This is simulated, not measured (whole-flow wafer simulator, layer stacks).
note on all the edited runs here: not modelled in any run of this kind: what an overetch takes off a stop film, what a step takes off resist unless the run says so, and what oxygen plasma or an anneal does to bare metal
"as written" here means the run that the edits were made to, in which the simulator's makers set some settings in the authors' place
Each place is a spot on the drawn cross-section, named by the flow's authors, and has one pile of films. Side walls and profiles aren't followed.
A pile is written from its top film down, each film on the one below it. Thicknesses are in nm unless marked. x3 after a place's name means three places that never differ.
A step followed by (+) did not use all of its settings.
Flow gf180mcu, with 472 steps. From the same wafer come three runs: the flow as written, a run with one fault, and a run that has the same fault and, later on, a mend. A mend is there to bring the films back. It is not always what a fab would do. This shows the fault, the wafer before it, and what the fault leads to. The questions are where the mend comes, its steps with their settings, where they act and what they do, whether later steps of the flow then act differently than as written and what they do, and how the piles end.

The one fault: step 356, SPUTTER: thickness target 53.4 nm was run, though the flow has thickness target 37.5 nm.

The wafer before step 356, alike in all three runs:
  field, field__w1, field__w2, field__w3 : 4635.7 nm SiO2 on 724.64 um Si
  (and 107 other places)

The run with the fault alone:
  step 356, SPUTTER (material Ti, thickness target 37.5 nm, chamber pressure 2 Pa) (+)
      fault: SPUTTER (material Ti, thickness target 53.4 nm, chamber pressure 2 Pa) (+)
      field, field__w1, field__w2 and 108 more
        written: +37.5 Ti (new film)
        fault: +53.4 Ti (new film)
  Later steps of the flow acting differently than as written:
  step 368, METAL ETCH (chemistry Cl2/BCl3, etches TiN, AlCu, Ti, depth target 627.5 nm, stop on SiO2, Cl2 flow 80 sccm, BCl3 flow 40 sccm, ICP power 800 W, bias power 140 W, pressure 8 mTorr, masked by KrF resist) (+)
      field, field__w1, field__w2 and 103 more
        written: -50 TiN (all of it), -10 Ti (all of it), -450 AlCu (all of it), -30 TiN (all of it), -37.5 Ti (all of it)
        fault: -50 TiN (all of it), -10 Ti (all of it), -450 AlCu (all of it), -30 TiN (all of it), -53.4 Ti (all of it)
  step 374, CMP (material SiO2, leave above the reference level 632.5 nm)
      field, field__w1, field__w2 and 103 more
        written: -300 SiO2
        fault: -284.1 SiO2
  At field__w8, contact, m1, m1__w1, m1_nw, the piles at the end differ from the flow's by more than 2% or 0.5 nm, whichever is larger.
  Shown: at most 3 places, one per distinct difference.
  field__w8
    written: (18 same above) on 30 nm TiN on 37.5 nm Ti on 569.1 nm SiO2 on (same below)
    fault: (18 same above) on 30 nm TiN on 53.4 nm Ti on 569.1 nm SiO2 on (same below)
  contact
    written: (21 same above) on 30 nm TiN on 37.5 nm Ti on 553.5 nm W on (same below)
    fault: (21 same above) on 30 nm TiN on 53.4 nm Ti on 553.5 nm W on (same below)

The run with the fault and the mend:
  The mend follows step 356.
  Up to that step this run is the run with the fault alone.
  step 356a, METAL ETCH (chemistry Cl2/BCl3, etches TiN, AlCu, Ti, depth target 15.9 nm, Cl2 flow 80 sccm, BCl3 flow 40 sccm, ICP power 800 W, bias power 140 W, pressure 8 mTorr) (a further turn of the flow's step 260, with different settings)
      field, field__w1, field__w2 and 108 more
        -15.9 Ti
  Later steps of the flow that are run all act as written at every place that is followed.
  The piles end the same as the flow's at every place that both follow.
